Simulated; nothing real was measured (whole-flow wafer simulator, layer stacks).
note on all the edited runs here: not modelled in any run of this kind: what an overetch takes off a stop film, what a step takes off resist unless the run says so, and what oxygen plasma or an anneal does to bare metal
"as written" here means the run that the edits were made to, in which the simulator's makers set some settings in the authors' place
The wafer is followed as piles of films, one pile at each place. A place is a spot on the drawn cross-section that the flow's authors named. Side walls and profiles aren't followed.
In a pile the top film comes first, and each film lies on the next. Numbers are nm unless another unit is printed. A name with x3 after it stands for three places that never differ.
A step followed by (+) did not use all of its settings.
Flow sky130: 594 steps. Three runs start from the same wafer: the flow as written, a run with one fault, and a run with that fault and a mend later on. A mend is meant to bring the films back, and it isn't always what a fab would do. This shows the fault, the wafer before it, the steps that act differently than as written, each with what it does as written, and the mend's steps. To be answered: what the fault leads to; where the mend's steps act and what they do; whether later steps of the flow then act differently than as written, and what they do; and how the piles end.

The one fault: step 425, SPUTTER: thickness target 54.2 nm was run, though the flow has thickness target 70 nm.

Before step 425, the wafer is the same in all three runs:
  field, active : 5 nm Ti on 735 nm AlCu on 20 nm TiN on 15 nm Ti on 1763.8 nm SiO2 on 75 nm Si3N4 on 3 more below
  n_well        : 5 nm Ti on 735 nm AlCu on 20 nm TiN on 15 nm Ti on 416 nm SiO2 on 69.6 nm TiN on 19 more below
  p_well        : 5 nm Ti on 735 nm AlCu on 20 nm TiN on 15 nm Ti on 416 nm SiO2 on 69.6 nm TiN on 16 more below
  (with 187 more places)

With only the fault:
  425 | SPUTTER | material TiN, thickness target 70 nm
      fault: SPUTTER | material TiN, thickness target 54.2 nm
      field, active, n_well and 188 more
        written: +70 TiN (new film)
        fault: +54.2 TiN (new film)
  Steps later in the flow that act otherwise than as written (not shown: 16 more steps that differ only slightly, by at most 2% or 0.5 nm, whichever is larger):
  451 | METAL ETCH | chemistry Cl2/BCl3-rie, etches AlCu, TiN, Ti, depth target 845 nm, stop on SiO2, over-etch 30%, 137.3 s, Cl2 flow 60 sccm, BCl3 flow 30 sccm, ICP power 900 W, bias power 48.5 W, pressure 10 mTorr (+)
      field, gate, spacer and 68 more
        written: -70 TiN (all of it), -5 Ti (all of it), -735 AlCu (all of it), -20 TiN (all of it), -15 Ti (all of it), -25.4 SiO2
        fault: -54.2 TiN (all of it), -5 Ti (all of it), -735 AlCu (all of it), -20 TiN (all of it), -15 Ti (all of it), -26.9 SiO2
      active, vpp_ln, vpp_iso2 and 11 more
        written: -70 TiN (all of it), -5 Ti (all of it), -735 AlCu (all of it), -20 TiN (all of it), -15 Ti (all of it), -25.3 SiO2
        fault: -54.2 TiN (all of it), -5 Ti (all of it), -735 AlCu (all of it), -20 TiN (all of it), -15 Ti (all of it), -26.9 SiO2
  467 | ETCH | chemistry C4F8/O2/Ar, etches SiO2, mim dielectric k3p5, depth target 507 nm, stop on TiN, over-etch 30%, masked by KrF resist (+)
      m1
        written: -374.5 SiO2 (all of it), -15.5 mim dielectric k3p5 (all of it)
        fault: -390.3 SiO2 (all of it), -15.5 mim dielectric k3p5 (all of it)
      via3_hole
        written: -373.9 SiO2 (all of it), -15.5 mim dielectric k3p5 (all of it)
        fault: -389.7 SiO2 (all of it), -15.5 mim dielectric k3p5 (all of it)
  At n_well, p_well, gate_hv and 104 more, the piles at the end differ from the flow's by more than 2% or 0.5 nm, whichever is larger.
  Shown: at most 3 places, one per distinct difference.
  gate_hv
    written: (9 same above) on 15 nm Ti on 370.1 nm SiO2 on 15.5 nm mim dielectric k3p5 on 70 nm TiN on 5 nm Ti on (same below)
    fault: (9 same above) on 15 nm Ti on 385.9 nm SiO2 on 15.5 nm mim dielectric k3p5 on 54.2 nm TiN on 5 nm Ti on (same below)
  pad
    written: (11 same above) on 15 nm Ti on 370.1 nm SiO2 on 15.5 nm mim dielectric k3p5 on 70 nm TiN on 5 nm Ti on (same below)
    fault: (11 same above) on 15 nm Ti on 385.9 nm SiO2 on 15.5 nm mim dielectric k3p5 on 54.2 nm TiN on 5 nm Ti on (same below)
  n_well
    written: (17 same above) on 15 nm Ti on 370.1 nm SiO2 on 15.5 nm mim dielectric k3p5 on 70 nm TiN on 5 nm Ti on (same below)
    fault: (17 same above) on 15 nm Ti on 385.9 nm SiO2 on 15.5 nm mim dielectric k3p5 on 54.2 nm TiN on 5 nm Ti on (same below)

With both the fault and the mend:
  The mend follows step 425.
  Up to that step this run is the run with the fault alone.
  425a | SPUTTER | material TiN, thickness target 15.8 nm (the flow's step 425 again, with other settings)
      field, active, n_well and 188 more
        +15.8 TiN
  None of the later steps of the flow acts differently than as written at any place that is followed.
  At every place that both follow, the piles at the end match the flow's.
